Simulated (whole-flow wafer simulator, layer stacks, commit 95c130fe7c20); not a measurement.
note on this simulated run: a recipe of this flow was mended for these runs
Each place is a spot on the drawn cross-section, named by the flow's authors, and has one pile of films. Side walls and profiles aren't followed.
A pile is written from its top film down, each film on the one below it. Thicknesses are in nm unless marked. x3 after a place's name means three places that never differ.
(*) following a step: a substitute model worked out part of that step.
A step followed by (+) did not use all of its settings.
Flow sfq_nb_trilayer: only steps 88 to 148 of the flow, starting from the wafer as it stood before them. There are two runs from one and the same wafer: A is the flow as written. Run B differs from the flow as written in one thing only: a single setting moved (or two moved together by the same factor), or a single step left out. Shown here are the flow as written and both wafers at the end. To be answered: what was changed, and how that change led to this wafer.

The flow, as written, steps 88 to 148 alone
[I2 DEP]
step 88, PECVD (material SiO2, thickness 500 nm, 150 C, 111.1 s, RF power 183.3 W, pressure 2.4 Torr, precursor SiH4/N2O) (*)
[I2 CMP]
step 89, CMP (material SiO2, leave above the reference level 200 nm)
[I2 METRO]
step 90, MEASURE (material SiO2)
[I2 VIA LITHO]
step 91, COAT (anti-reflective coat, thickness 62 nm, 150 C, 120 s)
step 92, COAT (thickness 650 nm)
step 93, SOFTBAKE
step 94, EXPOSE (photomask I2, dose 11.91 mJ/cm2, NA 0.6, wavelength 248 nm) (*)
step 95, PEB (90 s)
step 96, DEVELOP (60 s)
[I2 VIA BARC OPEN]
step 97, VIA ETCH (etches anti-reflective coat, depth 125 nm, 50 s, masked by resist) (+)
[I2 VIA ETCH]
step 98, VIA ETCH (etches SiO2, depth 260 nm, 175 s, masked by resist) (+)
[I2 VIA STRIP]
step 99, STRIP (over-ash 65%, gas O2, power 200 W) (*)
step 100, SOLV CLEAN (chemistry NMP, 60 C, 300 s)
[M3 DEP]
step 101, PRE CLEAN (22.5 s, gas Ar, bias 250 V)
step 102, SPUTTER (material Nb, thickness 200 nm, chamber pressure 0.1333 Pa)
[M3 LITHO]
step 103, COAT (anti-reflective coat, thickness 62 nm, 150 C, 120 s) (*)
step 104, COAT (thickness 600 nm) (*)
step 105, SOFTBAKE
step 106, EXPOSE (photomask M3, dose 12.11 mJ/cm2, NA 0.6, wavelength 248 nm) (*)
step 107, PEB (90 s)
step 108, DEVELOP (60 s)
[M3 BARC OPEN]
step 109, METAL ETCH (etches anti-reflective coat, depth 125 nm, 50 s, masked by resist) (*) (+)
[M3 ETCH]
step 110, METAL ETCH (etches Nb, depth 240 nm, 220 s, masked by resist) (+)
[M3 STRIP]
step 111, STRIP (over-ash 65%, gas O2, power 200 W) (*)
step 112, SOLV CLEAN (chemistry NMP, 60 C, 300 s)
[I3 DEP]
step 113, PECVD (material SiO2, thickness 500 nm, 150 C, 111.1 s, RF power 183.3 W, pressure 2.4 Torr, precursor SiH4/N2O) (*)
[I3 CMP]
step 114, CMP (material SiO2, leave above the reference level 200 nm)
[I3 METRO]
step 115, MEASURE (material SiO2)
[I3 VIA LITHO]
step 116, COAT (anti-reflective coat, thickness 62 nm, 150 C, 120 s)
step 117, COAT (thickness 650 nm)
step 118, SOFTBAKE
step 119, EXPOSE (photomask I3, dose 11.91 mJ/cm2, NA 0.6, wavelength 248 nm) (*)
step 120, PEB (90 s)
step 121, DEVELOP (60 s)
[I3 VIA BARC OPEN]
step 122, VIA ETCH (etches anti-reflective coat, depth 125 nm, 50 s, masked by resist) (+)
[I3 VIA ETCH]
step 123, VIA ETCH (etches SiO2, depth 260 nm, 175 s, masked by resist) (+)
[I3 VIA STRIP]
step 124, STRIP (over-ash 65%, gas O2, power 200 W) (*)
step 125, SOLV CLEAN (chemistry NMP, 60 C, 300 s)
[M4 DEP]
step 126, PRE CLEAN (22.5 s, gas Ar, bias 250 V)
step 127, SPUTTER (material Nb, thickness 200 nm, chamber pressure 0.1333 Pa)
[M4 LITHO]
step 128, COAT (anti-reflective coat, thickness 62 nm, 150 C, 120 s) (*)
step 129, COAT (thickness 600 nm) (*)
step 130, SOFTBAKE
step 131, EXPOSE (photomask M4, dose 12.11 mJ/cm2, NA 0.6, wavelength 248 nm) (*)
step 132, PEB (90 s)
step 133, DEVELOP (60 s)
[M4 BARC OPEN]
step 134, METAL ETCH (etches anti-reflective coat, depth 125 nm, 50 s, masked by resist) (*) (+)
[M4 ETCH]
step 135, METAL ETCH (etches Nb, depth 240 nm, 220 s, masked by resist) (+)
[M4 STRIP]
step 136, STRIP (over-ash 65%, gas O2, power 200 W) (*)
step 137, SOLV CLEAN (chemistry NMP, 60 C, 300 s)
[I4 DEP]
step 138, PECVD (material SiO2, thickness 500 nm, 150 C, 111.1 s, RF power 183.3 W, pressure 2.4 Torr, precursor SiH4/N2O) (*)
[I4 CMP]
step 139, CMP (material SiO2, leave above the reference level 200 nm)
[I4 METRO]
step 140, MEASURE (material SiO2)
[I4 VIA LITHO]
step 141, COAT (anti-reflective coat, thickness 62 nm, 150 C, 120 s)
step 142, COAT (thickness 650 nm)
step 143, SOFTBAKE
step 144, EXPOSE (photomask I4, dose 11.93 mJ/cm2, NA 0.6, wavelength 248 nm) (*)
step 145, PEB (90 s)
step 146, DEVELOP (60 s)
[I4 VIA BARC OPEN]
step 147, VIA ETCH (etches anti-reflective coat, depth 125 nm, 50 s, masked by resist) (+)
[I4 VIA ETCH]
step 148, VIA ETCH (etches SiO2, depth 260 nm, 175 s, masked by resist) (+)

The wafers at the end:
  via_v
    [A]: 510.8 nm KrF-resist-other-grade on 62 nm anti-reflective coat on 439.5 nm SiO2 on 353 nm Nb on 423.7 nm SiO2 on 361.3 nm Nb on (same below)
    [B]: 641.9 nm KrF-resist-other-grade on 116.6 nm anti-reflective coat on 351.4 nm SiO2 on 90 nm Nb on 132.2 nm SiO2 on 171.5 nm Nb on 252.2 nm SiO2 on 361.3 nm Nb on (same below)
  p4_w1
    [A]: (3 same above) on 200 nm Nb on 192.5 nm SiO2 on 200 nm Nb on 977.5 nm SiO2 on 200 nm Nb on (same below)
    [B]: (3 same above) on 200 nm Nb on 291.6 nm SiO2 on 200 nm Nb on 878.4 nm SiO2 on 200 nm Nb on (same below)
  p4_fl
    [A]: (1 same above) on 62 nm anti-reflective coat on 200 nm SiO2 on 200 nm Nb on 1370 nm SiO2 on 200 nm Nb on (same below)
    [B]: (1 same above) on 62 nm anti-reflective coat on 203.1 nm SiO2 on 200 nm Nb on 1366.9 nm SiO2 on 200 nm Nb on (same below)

Cause: step 88, PECVD: RF power 87.07 W was run, while the flow as written has RF power 183.3 W.

How this came from the change, step by step:
  step 88, PECVD (material SiO2, thickness 500 nm, 150 C, 111.1 s, RF power 183.3 W, pressure 2.4 Torr, precursor SiH4/N2O) (*)
      field_l, be, be_sur and 81 more: A SiO2 gains 500 | B SiO2 gains 304.9
      v_sur, via_wl, via_w and 18 more: A SiO2 gains 500 (new film) | B SiO2 gains 304.9 (new film)
      (as well as at 1 more place)
  step 89, CMP (material SiO2, leave above the reference level 200 nm)
      field_l, be, be_sur and 81 more: A SiO2 loses 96 | B nothing
      via_v: A SiO2 loses 181.6 | B nothing
      (as well as at 21 more places)
  step 91, COAT (anti-reflective coat, thickness 62 nm, 150 C, 120 s)
      be_r, m0r_line_r x3: A anti-reflective coat gains 62 (new film) | B anti-reflective coat gains 63.3 (new film)
      via_w, be_sur, p4_fl: A anti-reflective coat gains 62 (new film) | B anti-reflective coat gains 66.4 (new film)
      (as well as at 70 more places)
  step 92, COAT (thickness 650 nm)
      m0r_line_l x3: A KrF-resist-other-grade gains 650 (new film) | B KrF-resist-other-grade gains 673.5 (new film)
      m0r_line_r x3: A KrF-resist-other-grade gains 650 (new film) | B KrF-resist-other-grade gains 673.8 (new film)
      (as well as at 34 more places)
  step 96, DEVELOP (60 s)
      via_w: A KrF-resist-other-grade loses 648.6 (all of it) | B KrF-resist-other-grade loses 607.2 (all of it)
  step 97, VIA ETCH (etches anti-reflective coat, depth 125 nm, 50 s, masked by resist) (+)
      via_w: A anti-reflective coat loses 62 (all of it), SiO2 loses 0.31 | B anti-reflective coat loses 66.4 (all of it), SiO2 loses 0.29
  step 99, STRIP (over-ash 65%, gas O2, power 200 W) (*)
      m0r_line_l x3: A KrF-resist-other-grade loses 510.8 (all of it), anti-reflective coat loses 62 (all of it) | B KrF-resist-other-grade loses 534.3 (all of it), anti-reflective coat loses 63.7 (all of it)
      m0r_space_l, m6r_space_l x2: A KrF-resist-other-grade loses 510.8 (all of it), anti-reflective coat loses 62 (all of it) | B KrF-resist-other-grade loses 516.3 (all of it), anti-reflective coat loses 85.6 (all of it)
      (as well as at 76 more places)
  step 102, SPUTTER (material Nb, thickness 200 nm, chamber pressure 0.1333 Pa)
      via_v: A Nb gains 200 (new film) | B Nb gains 171.5 (new film)
  step 103, COAT (anti-reflective coat, thickness 62 nm, 150 C, 120 s) (*)
      m0r_space_l, m0r_space_r, m6r_space_l x2, m6r_space_r x2: A anti-reflective coat gains 62 (new film) | B anti-reflective coat gains 83.3 (new film)
      p3_s2, p3_s5, m8r_gap_c: A anti-reflective coat gains 62 (new film) | B anti-reflective coat gains 63.8 (new film)
      (as well as at 60 more places)
  step 104, COAT (thickness 600 nm) (*)
      m0r_line_l x3, m0r_line_r x3, m5r_line_l, m5r_line_r: A KrF-resist-other-grade gains 600 (new film) | B KrF-resist-other-grade gains 622.8 (new film)
      wl_g_sr, r5r_space_c: A KrF-resist-other-grade gains 600 (new film) | B KrF-resist-other-grade gains 623 (new film)
      (as well as at 34 more places)
  step 108, DEVELOP (60 s)
      m0r_line_l x3, m0r_line_r x3, m5r_line_l, m5r_line_r: A KrF-resist-other-grade loses 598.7 (all of it) | B KrF-resist-other-grade loses 621.5 (all of it)
      wl_g_sr, r5r_space_c: A KrF-resist-other-grade loses 598.7 (all of it) | B KrF-resist-other-grade loses 621.7 (all of it)
      (as well as at 18 more places)
  step 109, METAL ETCH (etches anti-reflective coat, depth 125 nm, 50 s, masked by resist) (*) (+)
      m0r_space_l, m0r_space_r, m6r_space_l x2, m6r_space_r x2: A anti-reflective coat loses 62 (all of it) | B anti-reflective coat loses 83.3 (all of it)
      p3_s2, p3_s5, m8r_gap_c: A anti-reflective coat loses 62 (all of it) | B anti-reflective coat loses 63.8 (all of it)
      (as well as at 37 more places)
  step 111, STRIP (over-ash 65%, gas O2, power 200 W) (*)
      v_sur: A KrF-resist-other-grade loses 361 (all of it), anti-reflective coat loses 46 (all of it) | B KrF-resist-other-grade loses 326.9 (all of it), anti-reflective coat loses 33.9 (all of it)
      via_wl: A KrF-resist-other-grade loses 381.1 (all of it), anti-reflective coat loses 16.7 (all of it) | B KrF-resist-other-grade loses 337.7 (all of it), anti-reflective coat loses 19.2 (all of it)
      (as well as at 23 more places)
  step 113, PECVD (material SiO2, thickness 500 nm, 150 C, 111.1 s, RF power 183.3 W, pressure 2.4 Torr, precursor SiH4/N2O) (*)
      via_v: A SiO2 gains 500 (new film) | B SiO2 gains 557.1 (new film)
  step 114, CMP (material SiO2, leave above the reference level 200 nm)
      field_l, be, be_sur and 64 more: A SiO2 loses 96 | B nothing
      p4_w1, p4_w2, p4_w3 and 6 more: A SiO2 loses 300 | B SiO2 loses 200.9
      (as well as at 9 more places)
  step 123, VIA ETCH (etches SiO2, depth 260 nm, 175 s, masked by resist) (+)
      via_v: A SiO2 loses 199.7 (all of it), Nb loses 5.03 | B SiO2 loses 260
  ... 11 further steps ...
  step 147, VIA ETCH (etches anti-reflective coat, depth 125 nm, 50 s, masked by resist) (+)
      via_wl: A anti-reflective coat loses 62 (all of it), SiO2 loses 0.31 | B anti-reflective coat loses 68.6 (all of it), SiO2 loses 0.28
      via_w: A anti-reflective coat loses 62 (all of it), SiO2 loses 0.31 | B anti-reflective coat loses 71 (all of it), SiO2 loses 0.27
      (as well as at 1 more place)
With metal films that touch counted as one body, via_v has 4 bodies (between them, from the top down: SiO2 132.2; SiO2 252.2; SiO2 192.5); the flow as written gives 3 bodies (between them, from the top down: SiO2 423.7; SiO2 192.5).
